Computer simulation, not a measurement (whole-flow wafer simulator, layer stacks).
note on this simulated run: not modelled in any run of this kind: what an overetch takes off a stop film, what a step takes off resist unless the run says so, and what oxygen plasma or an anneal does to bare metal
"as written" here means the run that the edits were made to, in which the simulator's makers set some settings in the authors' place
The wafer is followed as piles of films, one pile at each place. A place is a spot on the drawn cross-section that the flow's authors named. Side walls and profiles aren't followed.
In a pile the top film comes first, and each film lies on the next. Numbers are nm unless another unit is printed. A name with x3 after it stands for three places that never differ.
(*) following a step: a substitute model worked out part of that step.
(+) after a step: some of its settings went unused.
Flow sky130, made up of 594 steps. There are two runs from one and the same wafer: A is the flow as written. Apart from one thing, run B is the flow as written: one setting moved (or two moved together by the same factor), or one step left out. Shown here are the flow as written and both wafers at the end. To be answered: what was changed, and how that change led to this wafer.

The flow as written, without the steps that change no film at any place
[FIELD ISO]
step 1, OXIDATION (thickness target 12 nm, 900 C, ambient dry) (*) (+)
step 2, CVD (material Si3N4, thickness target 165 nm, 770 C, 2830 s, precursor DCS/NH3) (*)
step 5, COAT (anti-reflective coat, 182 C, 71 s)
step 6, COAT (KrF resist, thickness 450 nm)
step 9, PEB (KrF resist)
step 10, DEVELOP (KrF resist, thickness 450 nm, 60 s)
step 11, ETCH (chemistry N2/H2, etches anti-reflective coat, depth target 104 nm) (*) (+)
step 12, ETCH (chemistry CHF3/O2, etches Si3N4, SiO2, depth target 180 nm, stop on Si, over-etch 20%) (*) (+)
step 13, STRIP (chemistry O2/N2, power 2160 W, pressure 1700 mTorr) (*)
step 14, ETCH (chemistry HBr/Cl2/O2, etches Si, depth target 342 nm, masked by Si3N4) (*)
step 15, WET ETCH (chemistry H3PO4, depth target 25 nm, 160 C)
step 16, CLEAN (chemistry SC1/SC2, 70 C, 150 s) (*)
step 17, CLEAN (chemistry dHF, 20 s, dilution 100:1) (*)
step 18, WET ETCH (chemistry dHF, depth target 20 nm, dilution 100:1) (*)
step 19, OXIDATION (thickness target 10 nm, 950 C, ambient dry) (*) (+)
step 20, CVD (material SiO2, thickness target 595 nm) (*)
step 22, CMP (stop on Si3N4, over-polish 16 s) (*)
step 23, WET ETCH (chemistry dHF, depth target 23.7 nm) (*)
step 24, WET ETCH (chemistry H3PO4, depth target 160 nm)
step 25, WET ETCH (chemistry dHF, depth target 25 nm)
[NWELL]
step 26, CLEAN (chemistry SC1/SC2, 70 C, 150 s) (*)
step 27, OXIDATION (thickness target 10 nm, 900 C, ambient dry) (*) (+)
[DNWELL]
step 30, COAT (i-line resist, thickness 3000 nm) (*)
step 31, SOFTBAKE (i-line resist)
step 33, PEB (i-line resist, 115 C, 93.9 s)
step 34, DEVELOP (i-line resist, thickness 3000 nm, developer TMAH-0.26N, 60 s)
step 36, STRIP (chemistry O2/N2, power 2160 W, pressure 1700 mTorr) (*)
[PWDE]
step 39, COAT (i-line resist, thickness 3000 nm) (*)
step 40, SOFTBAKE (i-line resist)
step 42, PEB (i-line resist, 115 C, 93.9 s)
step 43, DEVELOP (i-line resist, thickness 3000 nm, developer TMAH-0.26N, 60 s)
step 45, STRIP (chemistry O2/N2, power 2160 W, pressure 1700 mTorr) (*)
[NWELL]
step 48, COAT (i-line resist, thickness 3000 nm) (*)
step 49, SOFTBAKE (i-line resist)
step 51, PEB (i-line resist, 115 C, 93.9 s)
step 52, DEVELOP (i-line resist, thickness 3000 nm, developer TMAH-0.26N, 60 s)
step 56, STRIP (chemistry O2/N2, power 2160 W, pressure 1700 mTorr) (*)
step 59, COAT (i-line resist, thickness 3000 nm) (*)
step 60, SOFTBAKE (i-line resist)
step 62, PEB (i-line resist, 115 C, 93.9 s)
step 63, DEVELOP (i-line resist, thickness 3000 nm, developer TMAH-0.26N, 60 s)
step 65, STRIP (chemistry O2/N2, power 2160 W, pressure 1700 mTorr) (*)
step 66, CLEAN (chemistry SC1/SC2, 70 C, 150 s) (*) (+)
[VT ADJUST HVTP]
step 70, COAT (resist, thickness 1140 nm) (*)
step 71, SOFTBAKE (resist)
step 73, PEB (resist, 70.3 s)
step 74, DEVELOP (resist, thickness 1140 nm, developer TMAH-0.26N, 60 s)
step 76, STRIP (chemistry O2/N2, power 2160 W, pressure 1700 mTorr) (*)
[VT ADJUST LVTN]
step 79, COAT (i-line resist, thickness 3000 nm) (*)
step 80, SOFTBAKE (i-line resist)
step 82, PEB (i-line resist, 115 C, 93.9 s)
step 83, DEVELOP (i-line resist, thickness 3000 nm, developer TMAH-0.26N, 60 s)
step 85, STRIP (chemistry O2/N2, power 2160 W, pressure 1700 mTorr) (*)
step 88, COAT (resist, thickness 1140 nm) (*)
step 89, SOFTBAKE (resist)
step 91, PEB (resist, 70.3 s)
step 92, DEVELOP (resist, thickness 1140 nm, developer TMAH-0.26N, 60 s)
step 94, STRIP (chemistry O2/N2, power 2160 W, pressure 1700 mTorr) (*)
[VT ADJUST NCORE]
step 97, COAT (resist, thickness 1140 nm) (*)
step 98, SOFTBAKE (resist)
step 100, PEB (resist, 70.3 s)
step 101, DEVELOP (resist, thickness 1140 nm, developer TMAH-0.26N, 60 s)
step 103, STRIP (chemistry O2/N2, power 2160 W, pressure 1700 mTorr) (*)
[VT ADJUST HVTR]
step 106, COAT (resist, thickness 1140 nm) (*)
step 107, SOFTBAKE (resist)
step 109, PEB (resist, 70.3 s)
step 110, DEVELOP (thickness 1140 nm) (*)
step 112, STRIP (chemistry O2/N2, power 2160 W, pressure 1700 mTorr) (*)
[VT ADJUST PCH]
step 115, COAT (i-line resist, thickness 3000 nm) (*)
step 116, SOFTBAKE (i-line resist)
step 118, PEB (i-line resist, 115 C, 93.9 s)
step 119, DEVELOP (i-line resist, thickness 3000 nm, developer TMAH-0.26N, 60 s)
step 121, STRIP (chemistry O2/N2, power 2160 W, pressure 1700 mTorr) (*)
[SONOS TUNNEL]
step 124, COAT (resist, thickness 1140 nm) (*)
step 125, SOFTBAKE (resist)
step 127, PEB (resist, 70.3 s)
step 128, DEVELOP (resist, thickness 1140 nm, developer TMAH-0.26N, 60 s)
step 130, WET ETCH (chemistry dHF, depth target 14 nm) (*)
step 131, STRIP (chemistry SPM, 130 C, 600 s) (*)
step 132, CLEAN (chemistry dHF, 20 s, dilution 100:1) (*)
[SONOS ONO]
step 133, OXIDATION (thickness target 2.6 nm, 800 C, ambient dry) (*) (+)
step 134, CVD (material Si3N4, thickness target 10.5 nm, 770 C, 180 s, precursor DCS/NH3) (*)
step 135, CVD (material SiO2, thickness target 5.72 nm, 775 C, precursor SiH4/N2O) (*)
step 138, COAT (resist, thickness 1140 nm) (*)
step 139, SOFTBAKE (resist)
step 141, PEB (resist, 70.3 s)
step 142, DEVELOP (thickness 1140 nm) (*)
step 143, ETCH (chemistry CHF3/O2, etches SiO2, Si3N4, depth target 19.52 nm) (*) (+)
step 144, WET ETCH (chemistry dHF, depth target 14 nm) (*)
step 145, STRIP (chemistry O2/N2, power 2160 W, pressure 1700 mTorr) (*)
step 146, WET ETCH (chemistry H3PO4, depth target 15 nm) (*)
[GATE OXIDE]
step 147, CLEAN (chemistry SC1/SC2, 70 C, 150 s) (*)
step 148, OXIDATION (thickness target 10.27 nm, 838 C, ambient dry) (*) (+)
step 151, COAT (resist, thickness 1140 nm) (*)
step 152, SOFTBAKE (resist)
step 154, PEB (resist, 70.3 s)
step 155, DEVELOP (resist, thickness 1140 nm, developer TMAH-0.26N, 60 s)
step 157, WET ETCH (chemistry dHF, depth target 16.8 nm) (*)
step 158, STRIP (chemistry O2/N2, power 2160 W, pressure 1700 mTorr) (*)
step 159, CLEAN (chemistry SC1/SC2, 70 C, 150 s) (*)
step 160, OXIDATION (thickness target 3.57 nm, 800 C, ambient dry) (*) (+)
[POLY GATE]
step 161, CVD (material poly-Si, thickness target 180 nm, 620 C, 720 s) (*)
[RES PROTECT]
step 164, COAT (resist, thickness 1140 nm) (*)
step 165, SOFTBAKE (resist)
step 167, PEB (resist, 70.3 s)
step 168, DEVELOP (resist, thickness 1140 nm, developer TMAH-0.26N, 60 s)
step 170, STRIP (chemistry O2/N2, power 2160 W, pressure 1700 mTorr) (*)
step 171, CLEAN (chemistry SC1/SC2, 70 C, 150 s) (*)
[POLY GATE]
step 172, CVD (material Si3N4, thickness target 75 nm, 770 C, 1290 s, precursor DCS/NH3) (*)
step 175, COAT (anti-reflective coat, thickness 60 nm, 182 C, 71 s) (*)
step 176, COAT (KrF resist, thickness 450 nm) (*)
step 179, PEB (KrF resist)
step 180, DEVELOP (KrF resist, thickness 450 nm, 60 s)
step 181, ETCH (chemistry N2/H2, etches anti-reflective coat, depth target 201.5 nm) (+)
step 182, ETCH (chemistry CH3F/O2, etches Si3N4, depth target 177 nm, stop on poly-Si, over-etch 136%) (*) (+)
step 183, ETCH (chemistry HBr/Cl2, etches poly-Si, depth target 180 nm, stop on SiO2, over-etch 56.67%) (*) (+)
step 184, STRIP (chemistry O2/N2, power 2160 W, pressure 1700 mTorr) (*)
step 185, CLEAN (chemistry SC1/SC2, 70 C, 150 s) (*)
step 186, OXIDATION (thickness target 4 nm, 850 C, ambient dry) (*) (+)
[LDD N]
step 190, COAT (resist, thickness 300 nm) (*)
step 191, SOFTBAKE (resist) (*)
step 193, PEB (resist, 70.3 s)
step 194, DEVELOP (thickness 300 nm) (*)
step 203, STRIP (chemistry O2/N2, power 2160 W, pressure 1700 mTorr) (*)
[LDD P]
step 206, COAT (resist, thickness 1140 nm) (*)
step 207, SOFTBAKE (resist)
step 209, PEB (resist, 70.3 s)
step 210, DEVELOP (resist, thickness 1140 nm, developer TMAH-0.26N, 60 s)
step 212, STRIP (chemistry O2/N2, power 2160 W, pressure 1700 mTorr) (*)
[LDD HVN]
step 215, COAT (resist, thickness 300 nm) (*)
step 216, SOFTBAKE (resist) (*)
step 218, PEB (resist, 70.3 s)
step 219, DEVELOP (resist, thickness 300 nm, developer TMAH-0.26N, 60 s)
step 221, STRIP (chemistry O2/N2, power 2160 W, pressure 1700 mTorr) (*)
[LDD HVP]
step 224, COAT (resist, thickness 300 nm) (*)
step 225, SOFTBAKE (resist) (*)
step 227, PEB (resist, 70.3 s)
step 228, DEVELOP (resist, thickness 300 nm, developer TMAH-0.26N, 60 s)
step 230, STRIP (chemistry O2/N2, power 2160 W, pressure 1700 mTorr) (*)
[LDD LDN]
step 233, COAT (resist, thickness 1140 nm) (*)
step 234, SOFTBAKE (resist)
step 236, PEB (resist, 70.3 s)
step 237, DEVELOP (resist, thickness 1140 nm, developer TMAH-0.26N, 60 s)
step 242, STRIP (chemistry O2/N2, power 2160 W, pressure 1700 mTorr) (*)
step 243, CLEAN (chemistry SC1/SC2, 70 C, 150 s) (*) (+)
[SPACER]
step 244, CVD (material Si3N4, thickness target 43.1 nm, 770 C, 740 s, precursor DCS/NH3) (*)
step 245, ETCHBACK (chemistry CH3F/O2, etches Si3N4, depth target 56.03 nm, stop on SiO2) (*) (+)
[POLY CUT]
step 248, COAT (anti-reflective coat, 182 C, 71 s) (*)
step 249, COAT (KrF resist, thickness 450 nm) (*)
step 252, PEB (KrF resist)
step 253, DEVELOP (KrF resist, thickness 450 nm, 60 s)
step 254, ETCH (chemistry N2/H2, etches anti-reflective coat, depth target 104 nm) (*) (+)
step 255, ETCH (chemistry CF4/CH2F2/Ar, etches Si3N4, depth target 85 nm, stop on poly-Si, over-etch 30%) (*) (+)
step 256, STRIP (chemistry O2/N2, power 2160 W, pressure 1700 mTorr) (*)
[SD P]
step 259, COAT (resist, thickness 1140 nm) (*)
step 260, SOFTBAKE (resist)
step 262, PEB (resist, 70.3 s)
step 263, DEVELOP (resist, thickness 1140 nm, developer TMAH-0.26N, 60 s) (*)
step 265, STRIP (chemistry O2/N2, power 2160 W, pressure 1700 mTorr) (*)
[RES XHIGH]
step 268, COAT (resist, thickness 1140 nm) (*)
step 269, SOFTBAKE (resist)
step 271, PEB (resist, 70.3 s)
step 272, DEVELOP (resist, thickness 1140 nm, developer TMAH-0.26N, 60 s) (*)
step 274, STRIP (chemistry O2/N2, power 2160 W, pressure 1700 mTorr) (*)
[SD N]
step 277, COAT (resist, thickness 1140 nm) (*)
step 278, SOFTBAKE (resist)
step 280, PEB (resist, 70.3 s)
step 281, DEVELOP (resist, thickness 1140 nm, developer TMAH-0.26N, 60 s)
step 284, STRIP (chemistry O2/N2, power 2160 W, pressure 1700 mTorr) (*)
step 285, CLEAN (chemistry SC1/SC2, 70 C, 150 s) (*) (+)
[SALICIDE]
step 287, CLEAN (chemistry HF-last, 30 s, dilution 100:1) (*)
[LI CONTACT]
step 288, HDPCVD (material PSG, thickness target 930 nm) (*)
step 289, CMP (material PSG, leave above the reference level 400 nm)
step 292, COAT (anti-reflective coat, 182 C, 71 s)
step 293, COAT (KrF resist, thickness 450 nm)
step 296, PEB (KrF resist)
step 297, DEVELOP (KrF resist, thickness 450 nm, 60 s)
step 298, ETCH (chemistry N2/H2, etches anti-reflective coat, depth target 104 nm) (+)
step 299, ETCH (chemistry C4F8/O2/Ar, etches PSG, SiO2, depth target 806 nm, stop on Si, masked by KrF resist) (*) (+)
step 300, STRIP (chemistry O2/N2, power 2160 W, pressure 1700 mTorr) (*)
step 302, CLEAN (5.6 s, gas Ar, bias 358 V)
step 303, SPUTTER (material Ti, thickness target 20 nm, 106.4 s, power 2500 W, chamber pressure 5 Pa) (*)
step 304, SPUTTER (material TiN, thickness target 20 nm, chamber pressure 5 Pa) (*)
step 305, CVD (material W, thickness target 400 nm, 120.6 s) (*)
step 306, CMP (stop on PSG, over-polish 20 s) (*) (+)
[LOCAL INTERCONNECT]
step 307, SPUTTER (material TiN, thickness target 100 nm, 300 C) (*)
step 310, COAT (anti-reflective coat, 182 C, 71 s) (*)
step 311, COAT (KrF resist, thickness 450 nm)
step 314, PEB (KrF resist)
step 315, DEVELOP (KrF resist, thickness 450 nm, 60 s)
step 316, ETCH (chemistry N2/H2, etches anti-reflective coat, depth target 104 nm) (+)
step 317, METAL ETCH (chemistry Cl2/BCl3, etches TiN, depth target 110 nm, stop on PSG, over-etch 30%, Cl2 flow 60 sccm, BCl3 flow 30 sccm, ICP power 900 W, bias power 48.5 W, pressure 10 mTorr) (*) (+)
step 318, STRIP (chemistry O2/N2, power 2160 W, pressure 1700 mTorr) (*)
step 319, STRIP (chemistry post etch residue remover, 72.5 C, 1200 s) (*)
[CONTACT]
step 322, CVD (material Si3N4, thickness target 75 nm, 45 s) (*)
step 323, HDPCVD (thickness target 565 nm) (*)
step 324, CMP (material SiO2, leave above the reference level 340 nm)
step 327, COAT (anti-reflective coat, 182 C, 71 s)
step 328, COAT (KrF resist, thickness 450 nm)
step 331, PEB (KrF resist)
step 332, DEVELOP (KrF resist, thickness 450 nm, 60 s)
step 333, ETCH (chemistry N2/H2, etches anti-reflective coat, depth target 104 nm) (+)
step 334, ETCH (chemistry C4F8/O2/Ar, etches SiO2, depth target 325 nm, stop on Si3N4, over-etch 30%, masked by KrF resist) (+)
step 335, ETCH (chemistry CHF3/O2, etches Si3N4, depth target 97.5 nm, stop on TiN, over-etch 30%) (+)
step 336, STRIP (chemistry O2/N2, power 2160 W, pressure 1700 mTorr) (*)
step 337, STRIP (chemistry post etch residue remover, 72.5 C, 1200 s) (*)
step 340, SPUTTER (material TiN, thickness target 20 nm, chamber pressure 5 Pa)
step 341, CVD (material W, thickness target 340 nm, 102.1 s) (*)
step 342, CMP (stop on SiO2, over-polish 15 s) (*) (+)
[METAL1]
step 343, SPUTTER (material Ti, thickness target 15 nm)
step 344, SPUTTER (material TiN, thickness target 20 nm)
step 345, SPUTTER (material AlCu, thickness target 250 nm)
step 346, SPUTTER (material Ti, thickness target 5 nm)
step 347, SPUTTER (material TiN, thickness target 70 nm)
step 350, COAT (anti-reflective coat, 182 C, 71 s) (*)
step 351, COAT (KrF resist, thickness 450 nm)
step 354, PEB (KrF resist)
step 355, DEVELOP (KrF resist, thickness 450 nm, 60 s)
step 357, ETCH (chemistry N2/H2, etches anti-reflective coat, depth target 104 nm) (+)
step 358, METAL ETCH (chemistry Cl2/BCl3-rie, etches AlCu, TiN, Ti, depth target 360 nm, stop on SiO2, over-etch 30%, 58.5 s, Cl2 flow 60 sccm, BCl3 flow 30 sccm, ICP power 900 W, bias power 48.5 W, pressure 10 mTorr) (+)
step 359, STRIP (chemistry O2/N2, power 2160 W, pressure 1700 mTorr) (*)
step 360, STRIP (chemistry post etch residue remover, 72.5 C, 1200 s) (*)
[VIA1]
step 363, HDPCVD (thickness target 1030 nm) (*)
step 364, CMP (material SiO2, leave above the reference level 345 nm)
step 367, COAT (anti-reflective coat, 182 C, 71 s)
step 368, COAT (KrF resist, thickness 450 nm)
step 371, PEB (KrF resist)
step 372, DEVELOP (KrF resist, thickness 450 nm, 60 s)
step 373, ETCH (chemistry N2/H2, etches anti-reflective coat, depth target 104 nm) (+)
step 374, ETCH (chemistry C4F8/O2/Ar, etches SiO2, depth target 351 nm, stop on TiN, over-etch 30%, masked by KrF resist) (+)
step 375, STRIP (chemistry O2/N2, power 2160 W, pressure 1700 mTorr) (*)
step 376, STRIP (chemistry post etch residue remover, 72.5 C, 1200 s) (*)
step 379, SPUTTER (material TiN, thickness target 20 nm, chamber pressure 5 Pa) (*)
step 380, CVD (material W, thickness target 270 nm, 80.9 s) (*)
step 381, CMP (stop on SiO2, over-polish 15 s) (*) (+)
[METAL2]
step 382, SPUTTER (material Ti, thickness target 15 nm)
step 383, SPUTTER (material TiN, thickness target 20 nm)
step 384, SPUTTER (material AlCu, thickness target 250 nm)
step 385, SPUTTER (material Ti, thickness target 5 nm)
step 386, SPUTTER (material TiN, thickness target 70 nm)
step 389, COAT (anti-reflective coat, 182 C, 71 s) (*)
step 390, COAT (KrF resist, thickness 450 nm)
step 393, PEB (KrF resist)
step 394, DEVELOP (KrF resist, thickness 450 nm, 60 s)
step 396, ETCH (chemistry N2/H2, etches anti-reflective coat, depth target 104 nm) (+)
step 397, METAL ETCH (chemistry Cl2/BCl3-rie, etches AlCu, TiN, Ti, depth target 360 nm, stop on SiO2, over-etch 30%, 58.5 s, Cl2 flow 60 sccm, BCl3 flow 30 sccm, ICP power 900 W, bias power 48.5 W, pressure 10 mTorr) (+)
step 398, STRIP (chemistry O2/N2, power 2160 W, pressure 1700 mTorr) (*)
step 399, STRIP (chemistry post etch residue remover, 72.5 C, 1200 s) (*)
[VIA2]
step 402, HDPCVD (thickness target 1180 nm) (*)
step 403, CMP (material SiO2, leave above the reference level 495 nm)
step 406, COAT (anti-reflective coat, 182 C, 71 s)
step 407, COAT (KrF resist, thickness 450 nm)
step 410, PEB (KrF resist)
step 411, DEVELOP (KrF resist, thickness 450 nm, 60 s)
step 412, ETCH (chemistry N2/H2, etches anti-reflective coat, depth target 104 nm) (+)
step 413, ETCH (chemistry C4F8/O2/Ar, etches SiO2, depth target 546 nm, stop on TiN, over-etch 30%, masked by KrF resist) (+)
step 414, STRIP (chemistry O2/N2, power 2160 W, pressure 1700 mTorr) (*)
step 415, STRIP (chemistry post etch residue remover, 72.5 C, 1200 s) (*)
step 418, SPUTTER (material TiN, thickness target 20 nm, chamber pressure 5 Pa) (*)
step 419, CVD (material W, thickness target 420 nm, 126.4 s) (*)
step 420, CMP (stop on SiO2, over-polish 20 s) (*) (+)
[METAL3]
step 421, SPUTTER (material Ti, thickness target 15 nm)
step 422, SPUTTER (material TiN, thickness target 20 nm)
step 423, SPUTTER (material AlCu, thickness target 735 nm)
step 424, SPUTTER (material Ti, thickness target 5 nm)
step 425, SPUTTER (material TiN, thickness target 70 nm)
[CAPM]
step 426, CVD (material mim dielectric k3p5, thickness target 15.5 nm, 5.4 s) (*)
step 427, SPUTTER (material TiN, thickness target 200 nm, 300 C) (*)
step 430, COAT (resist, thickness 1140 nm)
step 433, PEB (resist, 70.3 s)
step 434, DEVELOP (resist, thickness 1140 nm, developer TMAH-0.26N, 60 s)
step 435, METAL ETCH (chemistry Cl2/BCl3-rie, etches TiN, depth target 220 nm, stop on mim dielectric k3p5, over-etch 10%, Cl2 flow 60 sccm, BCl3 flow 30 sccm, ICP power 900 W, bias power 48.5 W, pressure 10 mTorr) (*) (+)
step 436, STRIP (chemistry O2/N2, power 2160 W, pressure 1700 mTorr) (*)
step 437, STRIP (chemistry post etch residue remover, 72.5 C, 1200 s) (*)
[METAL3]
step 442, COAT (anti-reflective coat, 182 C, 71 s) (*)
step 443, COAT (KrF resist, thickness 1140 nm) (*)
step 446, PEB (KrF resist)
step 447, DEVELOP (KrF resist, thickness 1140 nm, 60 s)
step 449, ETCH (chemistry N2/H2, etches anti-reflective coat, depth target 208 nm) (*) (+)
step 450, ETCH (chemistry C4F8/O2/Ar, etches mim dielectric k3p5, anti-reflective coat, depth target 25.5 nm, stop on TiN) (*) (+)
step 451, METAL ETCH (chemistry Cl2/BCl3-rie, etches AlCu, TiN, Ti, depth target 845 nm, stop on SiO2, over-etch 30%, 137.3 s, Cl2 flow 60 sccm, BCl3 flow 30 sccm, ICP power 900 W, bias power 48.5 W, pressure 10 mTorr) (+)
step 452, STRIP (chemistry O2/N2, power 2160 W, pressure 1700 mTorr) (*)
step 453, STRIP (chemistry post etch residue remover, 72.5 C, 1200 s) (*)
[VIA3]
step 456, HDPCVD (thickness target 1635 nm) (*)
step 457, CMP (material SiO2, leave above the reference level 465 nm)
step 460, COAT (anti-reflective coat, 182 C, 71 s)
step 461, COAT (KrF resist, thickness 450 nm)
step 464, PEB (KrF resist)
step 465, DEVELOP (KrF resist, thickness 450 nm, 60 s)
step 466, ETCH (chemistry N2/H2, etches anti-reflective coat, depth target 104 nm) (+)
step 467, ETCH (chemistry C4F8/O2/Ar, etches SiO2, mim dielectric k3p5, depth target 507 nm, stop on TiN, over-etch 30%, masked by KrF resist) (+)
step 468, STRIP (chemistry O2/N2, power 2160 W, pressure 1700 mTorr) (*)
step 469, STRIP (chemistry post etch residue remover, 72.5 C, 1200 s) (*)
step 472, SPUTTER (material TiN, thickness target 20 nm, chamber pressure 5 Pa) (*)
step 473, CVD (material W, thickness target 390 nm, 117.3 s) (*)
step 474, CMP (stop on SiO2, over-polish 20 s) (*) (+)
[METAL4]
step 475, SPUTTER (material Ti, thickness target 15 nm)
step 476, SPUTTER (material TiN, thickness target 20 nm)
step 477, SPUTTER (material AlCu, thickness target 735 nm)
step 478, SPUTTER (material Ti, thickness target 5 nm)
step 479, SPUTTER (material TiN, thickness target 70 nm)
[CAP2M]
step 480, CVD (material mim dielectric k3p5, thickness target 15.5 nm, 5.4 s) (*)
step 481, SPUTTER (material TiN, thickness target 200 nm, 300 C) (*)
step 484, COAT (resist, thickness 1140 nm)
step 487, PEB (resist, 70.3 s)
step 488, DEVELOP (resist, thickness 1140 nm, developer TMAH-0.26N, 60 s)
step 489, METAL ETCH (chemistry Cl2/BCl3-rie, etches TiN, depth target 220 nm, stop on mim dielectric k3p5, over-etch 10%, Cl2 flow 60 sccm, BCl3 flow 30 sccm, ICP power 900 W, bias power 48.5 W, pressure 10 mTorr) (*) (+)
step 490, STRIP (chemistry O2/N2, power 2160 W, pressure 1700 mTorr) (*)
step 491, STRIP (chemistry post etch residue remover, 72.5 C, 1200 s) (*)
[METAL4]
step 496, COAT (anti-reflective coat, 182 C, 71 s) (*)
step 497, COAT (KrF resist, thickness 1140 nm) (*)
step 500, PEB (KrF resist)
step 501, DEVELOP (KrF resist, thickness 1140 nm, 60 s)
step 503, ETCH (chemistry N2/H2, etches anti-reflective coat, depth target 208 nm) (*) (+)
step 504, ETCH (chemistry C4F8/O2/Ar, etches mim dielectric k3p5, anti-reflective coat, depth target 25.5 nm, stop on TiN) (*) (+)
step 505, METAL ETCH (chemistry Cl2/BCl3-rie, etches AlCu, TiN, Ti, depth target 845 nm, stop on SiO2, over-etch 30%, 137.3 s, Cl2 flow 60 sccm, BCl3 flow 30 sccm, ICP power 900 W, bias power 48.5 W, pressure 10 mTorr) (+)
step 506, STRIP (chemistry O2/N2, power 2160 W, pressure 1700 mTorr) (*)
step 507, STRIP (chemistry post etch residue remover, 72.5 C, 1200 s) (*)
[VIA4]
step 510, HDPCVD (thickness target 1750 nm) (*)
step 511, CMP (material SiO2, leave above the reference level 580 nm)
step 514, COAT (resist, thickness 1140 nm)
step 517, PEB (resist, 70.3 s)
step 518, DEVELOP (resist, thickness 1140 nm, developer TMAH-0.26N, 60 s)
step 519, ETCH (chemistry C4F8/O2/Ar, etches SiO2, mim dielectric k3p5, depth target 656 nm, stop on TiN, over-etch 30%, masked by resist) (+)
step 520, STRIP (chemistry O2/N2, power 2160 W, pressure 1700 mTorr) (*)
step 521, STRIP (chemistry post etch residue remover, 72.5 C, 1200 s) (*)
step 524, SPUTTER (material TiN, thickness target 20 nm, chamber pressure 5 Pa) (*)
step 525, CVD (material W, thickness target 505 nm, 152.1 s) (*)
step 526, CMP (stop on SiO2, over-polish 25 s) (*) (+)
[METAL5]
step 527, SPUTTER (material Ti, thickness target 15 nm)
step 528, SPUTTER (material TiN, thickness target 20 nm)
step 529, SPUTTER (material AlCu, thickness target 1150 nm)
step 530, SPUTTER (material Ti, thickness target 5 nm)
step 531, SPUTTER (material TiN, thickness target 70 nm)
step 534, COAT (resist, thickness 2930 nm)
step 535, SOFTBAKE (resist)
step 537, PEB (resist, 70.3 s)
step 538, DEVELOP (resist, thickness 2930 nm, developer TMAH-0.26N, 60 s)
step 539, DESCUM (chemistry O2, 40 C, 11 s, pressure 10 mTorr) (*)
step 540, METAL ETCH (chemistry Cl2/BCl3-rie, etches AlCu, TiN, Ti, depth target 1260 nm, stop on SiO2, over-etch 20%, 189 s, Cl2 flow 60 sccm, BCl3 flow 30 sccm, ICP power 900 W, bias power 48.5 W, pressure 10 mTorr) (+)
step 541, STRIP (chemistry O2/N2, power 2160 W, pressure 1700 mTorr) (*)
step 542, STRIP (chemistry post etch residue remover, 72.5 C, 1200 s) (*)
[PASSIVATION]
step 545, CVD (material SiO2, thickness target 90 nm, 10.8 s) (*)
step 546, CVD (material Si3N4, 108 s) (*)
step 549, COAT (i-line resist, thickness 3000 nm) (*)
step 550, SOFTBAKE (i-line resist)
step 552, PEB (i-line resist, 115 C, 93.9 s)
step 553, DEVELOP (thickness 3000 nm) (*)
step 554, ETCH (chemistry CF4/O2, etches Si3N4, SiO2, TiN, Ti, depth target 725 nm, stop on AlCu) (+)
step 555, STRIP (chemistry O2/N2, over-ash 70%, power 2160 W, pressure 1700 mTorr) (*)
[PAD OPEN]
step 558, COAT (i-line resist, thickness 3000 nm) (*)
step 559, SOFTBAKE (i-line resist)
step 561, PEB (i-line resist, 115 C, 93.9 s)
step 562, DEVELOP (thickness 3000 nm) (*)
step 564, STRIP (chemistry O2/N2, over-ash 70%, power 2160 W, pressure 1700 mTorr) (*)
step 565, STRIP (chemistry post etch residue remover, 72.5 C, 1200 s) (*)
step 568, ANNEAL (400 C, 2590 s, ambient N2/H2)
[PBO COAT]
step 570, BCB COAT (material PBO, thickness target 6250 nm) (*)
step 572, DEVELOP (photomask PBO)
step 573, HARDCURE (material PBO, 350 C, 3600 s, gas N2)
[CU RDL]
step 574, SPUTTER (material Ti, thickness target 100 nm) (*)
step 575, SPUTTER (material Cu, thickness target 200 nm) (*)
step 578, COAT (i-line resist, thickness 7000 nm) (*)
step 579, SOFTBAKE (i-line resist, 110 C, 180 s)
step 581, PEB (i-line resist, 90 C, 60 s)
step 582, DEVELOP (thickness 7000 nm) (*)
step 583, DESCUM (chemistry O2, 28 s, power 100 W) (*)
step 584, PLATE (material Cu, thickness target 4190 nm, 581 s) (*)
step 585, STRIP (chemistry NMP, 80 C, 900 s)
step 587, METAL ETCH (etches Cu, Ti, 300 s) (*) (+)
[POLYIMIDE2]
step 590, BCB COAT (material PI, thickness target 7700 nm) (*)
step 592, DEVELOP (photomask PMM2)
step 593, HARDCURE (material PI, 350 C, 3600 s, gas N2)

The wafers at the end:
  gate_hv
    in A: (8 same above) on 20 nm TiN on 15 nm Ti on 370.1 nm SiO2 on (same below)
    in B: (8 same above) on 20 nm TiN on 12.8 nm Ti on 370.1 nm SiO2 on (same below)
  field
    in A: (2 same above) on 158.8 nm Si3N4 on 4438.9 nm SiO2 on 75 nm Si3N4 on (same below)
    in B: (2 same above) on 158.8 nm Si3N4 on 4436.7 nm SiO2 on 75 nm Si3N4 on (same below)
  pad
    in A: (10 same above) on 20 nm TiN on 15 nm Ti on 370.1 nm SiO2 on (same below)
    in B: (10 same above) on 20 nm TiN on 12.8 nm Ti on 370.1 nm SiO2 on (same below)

What caused this: step 475, SPUTTER: thickness target 12.8 nm was run, though the flow has thickness target 15 nm.
One can read it off the wafer: gate_hv has Ti 12.8, and step 475 as written asks for 15 nm.

How this came from the change, step by step:
  step 475, SPUTTER (material Ti, thickness target 15 nm)
      field, active, n_well and 189 more: A Ti gains 15 (new film) | B Ti gains 12.8 (new film)
  step 505, METAL ETCH (chemistry Cl2/BCl3-rie, etches AlCu, TiN, Ti, depth target 845 nm, stop on SiO2, over-etch 30%, 137.3 s, Cl2 flow 60 sccm, BCl3 flow 30 sccm, ICP power 900 W, bias power 48.5 W, pressure 10 mTorr) (+)
      field, gate, spacer and 68 more: A TiN loses 70 (all of it), Ti loses 5 (all of it), AlCu loses 735 (all of it), TiN loses 20 (all of it), Ti loses 15 (all of it), SiO2 loses 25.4 | B TiN loses 70 (all of it), Ti loses 5 (all of it), AlCu loses 735 (all of it), TiN loses 20 (all of it), Ti loses 12.8 (all of it), SiO2 loses 25.6
      active, vpp_iso1, mim_edge_plate and 14 more: A TiN loses 70 (all of it), Ti loses 5 (all of it), AlCu loses 735 (all of it), TiN loses 20 (all of it), Ti loses 15 (all of it), SiO2 loses 25.3 | B TiN loses 70 (all of it), Ti loses 5 (all of it), AlCu loses 735 (all of it), TiN loses 20 (all of it), Ti loses 12.8 (all of it), SiO2 loses 25.6
